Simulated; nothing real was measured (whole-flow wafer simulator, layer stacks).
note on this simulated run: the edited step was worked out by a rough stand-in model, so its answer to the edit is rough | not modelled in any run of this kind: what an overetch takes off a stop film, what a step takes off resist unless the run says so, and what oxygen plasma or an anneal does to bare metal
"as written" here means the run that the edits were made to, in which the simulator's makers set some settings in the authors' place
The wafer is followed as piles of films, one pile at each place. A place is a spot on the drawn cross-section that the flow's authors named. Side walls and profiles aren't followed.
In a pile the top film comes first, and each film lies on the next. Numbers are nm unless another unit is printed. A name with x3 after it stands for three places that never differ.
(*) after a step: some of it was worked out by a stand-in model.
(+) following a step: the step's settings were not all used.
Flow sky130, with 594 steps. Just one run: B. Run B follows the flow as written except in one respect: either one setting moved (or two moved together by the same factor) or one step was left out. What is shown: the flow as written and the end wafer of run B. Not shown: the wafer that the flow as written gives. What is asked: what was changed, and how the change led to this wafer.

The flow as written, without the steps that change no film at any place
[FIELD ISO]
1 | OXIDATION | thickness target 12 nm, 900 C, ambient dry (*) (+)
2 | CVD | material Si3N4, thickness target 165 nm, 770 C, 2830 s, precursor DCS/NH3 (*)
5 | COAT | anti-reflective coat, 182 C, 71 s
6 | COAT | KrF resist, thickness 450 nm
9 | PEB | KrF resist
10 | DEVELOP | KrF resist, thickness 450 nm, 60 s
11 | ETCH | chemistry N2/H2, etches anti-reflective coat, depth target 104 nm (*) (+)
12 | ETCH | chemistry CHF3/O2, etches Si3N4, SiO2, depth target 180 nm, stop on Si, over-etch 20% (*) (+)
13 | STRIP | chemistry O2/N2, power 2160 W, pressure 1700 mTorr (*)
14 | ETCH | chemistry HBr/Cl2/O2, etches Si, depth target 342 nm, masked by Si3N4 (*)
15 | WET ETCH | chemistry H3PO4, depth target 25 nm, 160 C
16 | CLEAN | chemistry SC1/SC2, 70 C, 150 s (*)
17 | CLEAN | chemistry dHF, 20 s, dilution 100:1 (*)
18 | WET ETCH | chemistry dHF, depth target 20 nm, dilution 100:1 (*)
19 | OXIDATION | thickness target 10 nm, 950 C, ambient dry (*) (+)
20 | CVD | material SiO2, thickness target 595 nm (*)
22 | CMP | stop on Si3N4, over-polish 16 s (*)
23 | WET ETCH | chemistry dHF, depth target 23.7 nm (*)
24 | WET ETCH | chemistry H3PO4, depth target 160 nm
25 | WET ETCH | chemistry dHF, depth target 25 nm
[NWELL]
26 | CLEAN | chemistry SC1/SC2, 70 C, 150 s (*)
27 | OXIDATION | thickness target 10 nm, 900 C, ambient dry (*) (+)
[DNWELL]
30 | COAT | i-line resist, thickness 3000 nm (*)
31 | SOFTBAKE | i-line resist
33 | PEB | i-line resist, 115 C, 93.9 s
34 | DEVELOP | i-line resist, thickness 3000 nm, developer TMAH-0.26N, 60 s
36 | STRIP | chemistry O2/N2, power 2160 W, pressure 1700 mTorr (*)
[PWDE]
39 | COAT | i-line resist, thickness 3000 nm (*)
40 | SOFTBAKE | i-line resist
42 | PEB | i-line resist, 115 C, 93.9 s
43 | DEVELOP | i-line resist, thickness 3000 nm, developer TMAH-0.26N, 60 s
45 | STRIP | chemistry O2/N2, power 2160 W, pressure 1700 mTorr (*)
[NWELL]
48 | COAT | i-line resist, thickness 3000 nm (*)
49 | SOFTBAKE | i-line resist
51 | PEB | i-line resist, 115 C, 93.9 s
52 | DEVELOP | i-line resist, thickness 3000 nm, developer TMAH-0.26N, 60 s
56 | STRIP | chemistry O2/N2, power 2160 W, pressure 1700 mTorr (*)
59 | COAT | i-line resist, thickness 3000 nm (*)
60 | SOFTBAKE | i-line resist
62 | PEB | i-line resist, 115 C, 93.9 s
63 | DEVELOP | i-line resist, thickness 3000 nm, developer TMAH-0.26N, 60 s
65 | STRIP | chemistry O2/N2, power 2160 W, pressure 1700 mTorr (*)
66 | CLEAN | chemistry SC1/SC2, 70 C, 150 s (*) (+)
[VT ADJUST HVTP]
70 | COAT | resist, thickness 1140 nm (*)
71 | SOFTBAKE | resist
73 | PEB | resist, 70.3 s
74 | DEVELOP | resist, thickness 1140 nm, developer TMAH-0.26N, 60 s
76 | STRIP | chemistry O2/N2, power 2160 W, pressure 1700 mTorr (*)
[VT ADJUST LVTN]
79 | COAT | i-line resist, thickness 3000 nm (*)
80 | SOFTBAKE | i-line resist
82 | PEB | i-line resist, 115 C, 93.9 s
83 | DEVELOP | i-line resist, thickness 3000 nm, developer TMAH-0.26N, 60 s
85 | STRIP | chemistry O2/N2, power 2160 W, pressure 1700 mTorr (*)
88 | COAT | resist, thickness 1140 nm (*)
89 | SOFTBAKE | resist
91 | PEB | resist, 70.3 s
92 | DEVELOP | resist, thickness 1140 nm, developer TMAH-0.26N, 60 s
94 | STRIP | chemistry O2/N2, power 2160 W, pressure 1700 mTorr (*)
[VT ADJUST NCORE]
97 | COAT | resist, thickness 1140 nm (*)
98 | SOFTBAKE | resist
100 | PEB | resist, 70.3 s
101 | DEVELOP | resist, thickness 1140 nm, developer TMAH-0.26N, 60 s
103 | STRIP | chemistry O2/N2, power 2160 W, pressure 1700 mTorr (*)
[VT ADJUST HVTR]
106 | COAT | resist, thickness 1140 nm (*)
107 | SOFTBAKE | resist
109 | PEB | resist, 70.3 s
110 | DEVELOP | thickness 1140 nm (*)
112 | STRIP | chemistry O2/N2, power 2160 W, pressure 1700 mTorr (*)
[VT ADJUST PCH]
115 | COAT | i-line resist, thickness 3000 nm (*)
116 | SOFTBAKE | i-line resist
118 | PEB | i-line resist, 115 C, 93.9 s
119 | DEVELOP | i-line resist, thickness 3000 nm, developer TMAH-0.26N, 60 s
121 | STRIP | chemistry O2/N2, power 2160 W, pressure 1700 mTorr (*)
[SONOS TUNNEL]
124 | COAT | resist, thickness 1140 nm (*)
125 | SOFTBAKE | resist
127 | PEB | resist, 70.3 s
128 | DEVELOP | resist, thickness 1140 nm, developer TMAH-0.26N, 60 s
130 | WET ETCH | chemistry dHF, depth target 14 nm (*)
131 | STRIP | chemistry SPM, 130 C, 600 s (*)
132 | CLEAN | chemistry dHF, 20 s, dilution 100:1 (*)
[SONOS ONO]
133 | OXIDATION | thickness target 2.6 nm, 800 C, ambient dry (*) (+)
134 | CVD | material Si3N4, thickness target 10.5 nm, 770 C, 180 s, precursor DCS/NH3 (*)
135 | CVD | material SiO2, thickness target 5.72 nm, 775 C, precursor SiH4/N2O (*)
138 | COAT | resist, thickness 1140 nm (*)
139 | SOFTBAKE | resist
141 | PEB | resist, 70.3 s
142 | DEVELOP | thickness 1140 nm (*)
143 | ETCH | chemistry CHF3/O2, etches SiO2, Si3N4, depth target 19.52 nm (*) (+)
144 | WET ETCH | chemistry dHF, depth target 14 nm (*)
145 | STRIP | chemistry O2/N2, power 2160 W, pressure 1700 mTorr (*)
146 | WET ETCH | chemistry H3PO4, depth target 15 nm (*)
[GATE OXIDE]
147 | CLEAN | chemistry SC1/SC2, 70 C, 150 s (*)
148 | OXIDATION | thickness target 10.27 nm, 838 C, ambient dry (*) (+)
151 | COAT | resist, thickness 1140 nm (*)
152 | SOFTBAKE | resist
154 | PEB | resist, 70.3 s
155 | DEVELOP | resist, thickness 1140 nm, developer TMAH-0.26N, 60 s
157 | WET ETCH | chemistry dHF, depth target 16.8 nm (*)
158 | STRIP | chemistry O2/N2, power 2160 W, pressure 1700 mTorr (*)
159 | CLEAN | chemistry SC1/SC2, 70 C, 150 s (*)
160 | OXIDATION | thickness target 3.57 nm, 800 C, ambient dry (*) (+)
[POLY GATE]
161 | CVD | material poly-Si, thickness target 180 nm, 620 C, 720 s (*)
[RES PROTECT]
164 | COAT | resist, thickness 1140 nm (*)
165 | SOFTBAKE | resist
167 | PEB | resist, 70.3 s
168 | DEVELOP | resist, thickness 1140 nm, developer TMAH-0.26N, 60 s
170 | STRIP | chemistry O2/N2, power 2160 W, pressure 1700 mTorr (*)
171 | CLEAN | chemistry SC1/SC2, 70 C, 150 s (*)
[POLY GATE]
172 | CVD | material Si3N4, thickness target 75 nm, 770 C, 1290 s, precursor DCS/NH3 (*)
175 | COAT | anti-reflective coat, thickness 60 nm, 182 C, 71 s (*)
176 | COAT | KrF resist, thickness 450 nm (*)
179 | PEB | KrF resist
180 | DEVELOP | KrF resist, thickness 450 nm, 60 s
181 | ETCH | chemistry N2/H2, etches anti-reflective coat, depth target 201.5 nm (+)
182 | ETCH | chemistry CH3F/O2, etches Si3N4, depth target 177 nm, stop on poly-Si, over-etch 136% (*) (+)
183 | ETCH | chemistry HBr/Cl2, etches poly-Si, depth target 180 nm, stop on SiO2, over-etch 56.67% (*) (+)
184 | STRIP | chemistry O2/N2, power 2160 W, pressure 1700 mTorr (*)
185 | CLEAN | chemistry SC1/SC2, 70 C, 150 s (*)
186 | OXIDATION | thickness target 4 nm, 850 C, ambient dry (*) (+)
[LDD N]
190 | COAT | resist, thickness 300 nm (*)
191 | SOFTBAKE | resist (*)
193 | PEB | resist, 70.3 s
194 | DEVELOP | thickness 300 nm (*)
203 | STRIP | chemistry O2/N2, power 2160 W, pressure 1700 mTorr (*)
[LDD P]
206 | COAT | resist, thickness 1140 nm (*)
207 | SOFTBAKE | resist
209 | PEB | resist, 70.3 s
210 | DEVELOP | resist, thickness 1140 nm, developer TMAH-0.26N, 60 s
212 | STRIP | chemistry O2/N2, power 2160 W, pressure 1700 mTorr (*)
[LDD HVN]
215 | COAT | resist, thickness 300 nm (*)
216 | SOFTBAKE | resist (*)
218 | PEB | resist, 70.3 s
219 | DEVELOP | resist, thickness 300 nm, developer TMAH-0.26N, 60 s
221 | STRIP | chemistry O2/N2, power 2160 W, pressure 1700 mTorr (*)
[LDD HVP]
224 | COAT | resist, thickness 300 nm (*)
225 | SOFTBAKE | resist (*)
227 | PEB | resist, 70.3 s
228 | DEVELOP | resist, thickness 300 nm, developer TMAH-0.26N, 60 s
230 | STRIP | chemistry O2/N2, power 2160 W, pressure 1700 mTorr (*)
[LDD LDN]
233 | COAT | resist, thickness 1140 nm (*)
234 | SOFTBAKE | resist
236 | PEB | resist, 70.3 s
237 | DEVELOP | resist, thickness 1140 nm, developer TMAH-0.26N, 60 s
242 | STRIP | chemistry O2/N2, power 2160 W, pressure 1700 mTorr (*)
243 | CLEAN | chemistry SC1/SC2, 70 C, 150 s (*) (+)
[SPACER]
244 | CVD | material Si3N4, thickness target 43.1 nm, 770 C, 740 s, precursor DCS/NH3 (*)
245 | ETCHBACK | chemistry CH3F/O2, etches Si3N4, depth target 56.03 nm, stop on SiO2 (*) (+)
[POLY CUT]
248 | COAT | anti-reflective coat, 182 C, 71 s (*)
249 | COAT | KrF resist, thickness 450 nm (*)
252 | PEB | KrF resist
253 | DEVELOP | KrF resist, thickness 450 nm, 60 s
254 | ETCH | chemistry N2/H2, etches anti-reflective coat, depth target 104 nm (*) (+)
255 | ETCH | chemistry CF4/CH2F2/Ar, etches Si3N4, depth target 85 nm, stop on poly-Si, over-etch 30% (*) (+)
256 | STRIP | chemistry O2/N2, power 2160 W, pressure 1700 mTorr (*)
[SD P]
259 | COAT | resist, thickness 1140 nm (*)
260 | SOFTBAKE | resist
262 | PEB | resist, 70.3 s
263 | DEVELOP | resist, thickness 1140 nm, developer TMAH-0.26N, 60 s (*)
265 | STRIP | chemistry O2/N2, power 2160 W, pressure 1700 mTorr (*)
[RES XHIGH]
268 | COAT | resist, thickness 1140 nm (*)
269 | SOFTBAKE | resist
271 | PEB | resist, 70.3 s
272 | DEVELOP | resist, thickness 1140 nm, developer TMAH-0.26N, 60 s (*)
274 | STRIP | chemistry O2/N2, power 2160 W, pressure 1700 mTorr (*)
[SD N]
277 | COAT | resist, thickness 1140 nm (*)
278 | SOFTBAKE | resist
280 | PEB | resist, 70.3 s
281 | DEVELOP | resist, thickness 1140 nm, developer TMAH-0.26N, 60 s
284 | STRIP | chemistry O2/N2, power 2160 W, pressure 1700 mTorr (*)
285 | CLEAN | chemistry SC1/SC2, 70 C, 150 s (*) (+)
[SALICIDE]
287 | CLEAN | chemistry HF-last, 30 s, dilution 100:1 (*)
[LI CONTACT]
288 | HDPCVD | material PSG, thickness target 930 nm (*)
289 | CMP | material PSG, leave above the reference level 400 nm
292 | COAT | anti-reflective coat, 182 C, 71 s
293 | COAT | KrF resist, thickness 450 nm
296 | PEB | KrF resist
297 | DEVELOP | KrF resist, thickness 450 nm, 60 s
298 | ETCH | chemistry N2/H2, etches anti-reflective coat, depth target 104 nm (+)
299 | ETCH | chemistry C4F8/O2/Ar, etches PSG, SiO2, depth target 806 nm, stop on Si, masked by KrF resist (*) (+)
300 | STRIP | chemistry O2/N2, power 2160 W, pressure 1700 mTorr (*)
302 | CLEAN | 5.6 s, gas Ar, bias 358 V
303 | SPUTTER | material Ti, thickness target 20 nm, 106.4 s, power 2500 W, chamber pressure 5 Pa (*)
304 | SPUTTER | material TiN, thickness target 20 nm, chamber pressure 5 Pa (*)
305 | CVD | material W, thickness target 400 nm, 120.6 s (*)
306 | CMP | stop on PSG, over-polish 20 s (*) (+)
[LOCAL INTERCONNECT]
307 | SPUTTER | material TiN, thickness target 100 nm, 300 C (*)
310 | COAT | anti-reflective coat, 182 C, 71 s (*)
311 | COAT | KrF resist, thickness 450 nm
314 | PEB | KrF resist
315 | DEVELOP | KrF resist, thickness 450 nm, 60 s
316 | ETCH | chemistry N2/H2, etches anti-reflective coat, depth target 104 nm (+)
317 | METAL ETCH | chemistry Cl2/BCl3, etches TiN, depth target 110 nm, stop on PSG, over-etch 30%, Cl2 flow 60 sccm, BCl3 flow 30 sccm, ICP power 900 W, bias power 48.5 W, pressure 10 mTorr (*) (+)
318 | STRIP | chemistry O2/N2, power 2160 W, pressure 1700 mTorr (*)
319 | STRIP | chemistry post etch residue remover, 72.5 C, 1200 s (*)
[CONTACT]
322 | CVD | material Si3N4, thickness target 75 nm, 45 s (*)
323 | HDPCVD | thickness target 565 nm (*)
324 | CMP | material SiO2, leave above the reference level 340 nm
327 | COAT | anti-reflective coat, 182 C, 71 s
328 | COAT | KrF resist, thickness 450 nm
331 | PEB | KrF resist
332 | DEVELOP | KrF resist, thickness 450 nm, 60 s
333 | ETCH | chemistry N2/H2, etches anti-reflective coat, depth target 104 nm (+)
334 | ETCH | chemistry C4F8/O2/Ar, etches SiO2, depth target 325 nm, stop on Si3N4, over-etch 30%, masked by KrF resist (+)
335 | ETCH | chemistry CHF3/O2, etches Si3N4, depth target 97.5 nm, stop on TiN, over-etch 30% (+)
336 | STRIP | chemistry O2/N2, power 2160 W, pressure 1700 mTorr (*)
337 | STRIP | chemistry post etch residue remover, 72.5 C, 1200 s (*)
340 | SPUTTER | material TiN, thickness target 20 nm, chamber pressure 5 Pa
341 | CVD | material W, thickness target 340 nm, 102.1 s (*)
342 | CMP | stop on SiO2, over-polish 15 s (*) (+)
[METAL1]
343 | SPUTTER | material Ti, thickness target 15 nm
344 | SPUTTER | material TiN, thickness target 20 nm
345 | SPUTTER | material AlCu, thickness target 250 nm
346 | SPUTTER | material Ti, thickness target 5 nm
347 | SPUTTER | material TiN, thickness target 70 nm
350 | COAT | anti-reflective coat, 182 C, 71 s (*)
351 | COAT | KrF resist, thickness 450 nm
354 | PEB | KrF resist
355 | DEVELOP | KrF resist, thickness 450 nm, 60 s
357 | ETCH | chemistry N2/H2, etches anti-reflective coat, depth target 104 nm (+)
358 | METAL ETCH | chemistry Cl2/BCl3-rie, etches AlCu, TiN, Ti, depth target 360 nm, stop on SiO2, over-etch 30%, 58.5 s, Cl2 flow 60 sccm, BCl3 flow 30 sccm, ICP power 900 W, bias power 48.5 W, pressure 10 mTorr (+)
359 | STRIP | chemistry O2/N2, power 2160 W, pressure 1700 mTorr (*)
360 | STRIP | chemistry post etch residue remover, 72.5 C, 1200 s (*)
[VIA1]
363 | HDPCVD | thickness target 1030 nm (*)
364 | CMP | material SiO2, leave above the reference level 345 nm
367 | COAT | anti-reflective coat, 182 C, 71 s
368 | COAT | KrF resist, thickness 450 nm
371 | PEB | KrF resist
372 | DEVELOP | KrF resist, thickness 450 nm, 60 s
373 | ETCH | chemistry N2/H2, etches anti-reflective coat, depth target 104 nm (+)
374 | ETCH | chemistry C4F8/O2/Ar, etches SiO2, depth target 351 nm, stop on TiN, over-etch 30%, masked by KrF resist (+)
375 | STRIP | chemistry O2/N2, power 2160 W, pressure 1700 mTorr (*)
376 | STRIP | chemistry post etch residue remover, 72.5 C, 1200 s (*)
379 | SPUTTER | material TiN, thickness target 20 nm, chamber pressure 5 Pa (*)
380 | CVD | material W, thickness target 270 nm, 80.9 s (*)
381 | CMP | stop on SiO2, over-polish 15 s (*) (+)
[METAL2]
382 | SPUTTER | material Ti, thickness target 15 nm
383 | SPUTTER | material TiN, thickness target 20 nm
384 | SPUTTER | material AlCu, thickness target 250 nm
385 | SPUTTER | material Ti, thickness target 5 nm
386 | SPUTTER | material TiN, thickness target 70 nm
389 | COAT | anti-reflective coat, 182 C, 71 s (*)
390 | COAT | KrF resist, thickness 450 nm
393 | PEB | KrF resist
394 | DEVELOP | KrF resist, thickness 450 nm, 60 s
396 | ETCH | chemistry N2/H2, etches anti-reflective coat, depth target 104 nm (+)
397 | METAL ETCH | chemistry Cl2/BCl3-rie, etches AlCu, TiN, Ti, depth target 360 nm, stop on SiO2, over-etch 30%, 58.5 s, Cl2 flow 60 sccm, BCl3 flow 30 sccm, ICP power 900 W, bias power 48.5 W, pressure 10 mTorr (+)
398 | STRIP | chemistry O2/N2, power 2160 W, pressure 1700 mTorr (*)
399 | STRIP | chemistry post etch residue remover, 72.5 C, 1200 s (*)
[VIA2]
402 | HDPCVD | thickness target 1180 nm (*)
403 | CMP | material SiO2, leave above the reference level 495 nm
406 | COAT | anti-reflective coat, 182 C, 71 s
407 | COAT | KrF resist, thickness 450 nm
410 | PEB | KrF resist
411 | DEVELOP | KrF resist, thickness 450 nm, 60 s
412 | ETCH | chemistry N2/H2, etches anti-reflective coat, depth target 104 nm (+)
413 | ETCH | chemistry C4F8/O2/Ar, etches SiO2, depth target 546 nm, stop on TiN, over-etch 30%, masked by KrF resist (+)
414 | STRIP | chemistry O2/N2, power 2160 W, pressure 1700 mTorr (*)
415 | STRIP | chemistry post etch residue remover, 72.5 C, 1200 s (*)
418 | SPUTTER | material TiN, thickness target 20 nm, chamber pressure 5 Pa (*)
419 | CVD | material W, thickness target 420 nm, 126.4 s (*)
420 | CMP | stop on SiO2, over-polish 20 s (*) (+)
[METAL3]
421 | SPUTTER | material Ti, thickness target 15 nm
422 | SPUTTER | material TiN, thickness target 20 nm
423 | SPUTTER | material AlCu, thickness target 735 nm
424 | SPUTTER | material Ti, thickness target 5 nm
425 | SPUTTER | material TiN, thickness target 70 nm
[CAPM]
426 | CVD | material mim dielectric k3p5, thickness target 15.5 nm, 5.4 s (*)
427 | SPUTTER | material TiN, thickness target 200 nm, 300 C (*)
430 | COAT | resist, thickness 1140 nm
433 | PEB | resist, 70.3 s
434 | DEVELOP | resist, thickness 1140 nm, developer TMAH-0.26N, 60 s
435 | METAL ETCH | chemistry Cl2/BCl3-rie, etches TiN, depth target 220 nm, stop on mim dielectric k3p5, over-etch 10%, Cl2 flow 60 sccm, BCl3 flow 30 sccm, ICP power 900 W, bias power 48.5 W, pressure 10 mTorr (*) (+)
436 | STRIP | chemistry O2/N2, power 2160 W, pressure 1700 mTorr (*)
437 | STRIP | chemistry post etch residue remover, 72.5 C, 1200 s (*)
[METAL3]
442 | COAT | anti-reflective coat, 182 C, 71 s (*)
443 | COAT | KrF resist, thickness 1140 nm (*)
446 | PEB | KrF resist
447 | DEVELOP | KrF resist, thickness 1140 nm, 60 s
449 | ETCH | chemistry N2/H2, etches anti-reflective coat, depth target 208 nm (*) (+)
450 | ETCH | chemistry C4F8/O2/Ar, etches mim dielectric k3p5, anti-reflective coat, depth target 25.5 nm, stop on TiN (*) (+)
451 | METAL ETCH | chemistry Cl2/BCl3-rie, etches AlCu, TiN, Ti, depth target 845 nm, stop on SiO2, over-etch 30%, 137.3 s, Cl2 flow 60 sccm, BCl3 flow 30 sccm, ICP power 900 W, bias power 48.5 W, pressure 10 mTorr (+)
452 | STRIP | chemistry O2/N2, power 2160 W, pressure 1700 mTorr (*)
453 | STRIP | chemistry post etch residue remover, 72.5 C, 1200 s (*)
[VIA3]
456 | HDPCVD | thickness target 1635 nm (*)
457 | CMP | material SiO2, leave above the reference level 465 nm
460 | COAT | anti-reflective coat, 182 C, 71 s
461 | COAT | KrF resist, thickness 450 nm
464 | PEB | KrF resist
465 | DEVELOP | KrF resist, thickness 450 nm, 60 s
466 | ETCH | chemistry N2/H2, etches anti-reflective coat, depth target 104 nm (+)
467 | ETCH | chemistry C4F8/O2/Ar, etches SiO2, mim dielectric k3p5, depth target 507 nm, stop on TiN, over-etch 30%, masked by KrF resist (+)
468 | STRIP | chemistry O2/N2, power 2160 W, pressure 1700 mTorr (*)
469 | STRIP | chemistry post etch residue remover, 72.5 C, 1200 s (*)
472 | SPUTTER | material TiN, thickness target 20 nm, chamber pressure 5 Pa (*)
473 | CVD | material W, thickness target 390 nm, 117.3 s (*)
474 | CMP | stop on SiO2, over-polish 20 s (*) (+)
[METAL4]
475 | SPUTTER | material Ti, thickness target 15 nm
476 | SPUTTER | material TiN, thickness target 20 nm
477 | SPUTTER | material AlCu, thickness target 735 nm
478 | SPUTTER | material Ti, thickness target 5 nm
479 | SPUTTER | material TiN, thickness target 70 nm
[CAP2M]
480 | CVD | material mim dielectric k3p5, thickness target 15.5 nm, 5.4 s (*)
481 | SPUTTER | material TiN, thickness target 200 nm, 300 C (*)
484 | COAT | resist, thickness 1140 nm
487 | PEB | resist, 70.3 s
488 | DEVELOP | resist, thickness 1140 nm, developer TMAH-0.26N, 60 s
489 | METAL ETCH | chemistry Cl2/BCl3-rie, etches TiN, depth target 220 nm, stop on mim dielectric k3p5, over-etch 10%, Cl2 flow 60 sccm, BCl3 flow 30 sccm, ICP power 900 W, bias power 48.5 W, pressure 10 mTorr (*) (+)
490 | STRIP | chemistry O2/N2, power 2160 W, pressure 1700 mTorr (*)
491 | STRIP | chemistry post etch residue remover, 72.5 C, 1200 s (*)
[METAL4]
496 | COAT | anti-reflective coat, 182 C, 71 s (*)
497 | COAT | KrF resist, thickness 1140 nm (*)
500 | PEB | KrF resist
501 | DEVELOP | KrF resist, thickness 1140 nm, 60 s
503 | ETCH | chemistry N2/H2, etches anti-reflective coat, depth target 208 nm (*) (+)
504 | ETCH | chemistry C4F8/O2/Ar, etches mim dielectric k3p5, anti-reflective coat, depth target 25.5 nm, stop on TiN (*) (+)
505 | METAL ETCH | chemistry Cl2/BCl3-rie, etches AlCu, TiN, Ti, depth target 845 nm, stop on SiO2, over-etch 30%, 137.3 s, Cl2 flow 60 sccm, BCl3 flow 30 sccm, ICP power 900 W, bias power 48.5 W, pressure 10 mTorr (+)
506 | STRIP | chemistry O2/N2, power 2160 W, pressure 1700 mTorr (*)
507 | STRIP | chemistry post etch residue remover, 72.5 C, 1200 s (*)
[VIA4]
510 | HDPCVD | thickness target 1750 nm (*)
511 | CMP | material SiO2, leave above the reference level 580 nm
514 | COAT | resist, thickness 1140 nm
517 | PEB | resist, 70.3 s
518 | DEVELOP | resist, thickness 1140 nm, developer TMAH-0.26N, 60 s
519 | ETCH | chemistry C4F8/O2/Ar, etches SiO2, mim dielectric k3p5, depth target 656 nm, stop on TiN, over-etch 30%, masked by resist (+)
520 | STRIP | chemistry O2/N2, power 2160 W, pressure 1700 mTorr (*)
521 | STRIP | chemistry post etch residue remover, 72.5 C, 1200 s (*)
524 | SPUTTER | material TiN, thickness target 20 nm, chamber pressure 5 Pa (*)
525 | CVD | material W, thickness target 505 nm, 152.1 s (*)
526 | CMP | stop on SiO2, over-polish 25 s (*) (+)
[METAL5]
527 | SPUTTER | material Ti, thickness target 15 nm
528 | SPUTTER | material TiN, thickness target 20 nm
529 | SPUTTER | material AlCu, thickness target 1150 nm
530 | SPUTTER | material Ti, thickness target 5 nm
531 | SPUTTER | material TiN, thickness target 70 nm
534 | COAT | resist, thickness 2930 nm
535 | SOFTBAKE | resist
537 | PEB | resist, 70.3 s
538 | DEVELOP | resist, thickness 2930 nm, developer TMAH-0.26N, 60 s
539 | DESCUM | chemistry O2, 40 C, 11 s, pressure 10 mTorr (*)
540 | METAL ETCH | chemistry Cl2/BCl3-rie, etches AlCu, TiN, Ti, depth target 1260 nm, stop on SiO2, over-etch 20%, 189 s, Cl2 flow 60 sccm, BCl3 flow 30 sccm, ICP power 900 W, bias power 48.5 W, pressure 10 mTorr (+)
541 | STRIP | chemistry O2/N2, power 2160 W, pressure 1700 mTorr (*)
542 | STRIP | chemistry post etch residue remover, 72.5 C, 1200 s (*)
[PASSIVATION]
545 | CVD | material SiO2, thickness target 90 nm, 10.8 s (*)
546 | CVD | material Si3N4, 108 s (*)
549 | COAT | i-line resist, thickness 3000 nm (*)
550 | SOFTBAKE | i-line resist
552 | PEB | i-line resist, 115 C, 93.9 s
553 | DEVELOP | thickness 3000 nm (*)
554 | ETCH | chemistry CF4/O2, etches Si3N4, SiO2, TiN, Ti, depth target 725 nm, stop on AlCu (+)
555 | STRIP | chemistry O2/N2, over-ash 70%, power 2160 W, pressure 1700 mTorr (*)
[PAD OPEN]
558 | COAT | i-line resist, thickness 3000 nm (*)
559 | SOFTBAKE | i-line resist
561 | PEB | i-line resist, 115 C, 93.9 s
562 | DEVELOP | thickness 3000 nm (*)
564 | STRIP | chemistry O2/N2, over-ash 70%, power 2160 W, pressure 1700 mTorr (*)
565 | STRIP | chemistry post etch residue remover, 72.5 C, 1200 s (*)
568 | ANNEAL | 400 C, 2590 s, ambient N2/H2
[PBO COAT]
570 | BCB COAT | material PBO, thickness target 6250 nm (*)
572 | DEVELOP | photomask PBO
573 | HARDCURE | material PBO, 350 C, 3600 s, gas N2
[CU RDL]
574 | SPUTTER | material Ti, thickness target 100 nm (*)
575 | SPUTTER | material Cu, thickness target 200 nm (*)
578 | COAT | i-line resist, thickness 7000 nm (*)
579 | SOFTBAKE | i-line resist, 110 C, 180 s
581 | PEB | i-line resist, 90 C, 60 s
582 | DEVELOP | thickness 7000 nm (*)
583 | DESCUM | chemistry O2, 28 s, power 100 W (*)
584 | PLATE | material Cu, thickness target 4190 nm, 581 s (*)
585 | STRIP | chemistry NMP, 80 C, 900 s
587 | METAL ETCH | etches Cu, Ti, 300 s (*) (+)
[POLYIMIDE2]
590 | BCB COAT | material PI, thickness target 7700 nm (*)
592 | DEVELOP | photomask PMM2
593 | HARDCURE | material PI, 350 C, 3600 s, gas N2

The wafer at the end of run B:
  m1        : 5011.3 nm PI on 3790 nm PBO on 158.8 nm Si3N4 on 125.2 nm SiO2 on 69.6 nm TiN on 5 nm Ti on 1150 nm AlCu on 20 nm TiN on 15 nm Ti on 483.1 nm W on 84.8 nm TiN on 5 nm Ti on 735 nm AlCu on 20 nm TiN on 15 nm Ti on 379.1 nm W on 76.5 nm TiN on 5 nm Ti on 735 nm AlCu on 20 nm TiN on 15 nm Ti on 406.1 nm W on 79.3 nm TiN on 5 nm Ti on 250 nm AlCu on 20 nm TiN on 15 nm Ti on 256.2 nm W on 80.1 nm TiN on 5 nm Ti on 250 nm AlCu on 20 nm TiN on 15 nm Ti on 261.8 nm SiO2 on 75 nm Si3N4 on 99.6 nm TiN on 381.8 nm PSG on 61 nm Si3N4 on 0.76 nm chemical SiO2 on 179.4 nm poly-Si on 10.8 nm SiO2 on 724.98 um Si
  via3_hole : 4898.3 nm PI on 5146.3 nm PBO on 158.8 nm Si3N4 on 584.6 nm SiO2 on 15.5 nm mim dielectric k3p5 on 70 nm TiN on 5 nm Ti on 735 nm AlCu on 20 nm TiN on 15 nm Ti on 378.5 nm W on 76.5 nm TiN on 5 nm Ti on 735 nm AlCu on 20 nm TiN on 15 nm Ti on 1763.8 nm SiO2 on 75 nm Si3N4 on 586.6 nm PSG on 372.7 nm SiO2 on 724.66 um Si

Cause: step 472, SPUTTER: thickness target 13 nm was run, though the flow has thickness target 20 nm.

Step by step, how the change led to this:
  472 | SPUTTER | material TiN, thickness target 20 nm, chamber pressure 5 Pa (*)
      field, active, n_well and 187 more: TiN gains 13 (new film) (as written it would have been: TiN gains 20 (new film))
      m1: TiN gains 6.89 (as written it would have been: TiN gains 10.6)
      (as well as at 1 more place)
  474 | CMP | stop on SiO2, over-polish 20 s (*) (+)
      field, active, n_well and 187 more: W loses 390 (all of it), TiN loses 13 (all of it), SiO2 loses 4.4 (as written it would have been: W loses 390 (all of it), TiN loses 20 (all of it), SiO2 loses 4.4)
